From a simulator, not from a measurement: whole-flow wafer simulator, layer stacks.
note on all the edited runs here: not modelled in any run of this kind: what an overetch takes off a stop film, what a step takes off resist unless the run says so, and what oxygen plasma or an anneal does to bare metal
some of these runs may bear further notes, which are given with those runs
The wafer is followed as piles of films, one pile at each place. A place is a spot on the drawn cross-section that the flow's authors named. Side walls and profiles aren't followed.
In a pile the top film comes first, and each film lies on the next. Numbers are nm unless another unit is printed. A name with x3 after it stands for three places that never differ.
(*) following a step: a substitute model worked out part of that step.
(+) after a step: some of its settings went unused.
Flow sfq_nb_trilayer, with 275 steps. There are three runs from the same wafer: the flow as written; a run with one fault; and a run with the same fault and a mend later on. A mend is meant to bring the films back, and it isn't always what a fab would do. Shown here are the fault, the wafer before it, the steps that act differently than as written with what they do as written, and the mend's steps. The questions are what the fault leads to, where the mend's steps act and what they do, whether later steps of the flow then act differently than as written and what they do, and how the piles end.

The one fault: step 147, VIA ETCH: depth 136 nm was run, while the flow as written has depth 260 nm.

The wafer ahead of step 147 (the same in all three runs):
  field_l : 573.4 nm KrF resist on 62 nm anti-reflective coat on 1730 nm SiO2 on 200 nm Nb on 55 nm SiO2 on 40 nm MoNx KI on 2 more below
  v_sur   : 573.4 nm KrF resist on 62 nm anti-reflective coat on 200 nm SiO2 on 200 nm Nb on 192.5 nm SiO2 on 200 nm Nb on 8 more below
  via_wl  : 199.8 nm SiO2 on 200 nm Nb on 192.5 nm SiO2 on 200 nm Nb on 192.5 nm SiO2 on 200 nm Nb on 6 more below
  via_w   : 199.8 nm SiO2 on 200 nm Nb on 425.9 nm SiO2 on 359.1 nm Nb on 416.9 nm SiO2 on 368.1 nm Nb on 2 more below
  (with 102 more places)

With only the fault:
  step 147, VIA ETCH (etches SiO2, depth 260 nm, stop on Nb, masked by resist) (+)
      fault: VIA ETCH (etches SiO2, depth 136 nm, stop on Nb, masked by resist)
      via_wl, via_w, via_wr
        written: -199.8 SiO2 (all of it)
        fault: -136 SiO2
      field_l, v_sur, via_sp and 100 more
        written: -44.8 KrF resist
        fault: -23.4 KrF resist
  Steps further on in the flow that do not act as written (4 more steps, not shown, differ only slightly: by at most 2% or 0.5 nm, whichever is larger):
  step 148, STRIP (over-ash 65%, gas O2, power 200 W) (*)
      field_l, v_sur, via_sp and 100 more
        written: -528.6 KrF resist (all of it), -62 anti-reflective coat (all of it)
        fault: -550 KrF resist (all of it), -62 anti-reflective coat (all of it)
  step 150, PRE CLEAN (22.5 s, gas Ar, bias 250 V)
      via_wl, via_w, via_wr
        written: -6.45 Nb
        fault: -7.5 SiO2
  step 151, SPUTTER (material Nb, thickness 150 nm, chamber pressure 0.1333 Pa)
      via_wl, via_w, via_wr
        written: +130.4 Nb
        fault: +137.7 Nb (new film)
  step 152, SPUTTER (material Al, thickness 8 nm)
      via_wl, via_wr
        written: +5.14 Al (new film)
        fault: +5.91 Al (new film)
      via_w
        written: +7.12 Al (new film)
        fault: +7.74 Al (new film)
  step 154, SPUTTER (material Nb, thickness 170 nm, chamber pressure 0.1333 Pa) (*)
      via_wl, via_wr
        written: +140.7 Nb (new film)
        fault: +121 Nb (new film)
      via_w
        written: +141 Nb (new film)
        fault: +164.7 Nb (new film)
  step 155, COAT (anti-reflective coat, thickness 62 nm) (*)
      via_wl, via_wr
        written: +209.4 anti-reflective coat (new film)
        fault: +196.3 anti-reflective coat (new film)
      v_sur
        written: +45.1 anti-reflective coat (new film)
        fault: +48.1 anti-reflective coat (new film)
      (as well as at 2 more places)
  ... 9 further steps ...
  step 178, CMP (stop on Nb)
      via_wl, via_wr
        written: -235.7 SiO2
        fault: -305.6 SiO2
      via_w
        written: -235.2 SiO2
        fault: -305.1 SiO2
  By the end, the piles at via_wl, via_w, via_wr depart from the flow's by more than 2% or 0.5 nm, whichever is larger.
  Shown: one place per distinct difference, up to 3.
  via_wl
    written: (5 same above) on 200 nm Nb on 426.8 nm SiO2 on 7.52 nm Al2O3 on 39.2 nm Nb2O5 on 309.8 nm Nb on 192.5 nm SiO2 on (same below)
    fault: (5 same above) on 200 nm Nb on 356.9 nm SiO2 on 8.79 nm Al2O3 on 36.9 nm Nb2O5 on 124.5 nm Nb on 56.3 nm SiO2 on 200 nm Nb on 192.5 nm SiO2 on (same below)
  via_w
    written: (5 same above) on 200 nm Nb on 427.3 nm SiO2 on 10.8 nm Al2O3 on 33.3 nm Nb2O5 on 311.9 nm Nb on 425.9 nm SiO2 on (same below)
    fault: (5 same above) on 200 nm Nb on 357.4 nm SiO2 on 12.2 nm Al2O3 on 30.9 nm Nb2O5 on 126.6 nm Nb on 56.3 nm SiO2 on 200 nm Nb on 425.9 nm SiO2 on (same below)

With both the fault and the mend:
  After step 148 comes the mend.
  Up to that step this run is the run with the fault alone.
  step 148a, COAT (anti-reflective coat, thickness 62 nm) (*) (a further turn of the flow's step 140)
      p4_fl x3, p4_w1 x9, p4_g1 x2 and 63 more
        +62 anti-reflective coat (new film)
      r_end, moat, field_r and 7 more
        +61.8 anti-reflective coat (new film)
      c5j, ce_r, sp_r, be_r, r_sur, res
        +61.7 anti-reflective coat (new film)
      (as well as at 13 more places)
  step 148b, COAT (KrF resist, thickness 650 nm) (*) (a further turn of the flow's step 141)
      p4_fl x3, p4_w1 x9, p4_g1 x2 and 63 more
        +650 KrF resist (new film)
      r_end, moat, field_r and 6 more
        +649.5 KrF resist (new film)
      be_r, r_sur, res, l0v
        +649.4 KrF resist (new film)
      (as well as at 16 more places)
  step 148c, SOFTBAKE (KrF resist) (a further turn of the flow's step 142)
      alters no film at any place that is followed
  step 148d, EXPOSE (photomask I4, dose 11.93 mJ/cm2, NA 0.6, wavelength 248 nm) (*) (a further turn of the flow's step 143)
      alters no film at any place that is followed
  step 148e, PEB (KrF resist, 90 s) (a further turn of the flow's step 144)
      jj_sur, ce_l, c5j and 92 more
        -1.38 KrF resist
      v_sur, via_v, wire, be, be_sur, gap
        -1.37 KrF resist
      field_l, via_sp
        -1.36 KrF resist
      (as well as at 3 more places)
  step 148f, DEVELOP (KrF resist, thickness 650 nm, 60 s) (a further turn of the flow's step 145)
      field_l, v_sur, via_sp and 100 more
        -23.5 KrF resist
      via_wl
        -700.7 KrF resist (all of it)
      via_w
        -737.6 KrF resist (all of it)
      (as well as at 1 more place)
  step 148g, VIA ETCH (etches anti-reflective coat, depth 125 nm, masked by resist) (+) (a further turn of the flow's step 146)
      field_l, v_sur, via_sp and 100 more
        -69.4 KrF resist
      via_wl, via_wr
        -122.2 anti-reflective coat (all of it)
      via_w
        -80.9 anti-reflective coat (all of it), -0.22 SiO2
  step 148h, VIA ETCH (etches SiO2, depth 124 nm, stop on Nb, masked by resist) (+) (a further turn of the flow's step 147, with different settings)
      field_l, v_sur, via_sp and 100 more
        -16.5 KrF resist
      via_wl, via_wr
        -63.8 SiO2 (all of it)
      via_w
        -63.6 SiO2 (all of it)
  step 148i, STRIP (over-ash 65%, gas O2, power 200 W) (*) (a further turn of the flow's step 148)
      p4_fl x3, p4_w1 x9, p4_g1 x2 and 63 more
        -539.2 KrF resist (all of it), -62 anti-reflective coat (all of it)
      field_r, lsp_l, ln_m5, lsp_m, ln_m6, lsp_r, l0_sur
        -538.7 KrF resist (all of it), -61.8 anti-reflective coat (all of it)
      c5j, ce_r, sp_r
        -538.4 KrF resist (all of it), -61.7 anti-reflective coat (all of it)
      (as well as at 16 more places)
  None of the later steps of the flow differs from how it acts as written, at any place that is followed, by more than 2% or 0.5 nm, whichever is larger.
  The piles end the same as the flow's at every place that both follow.
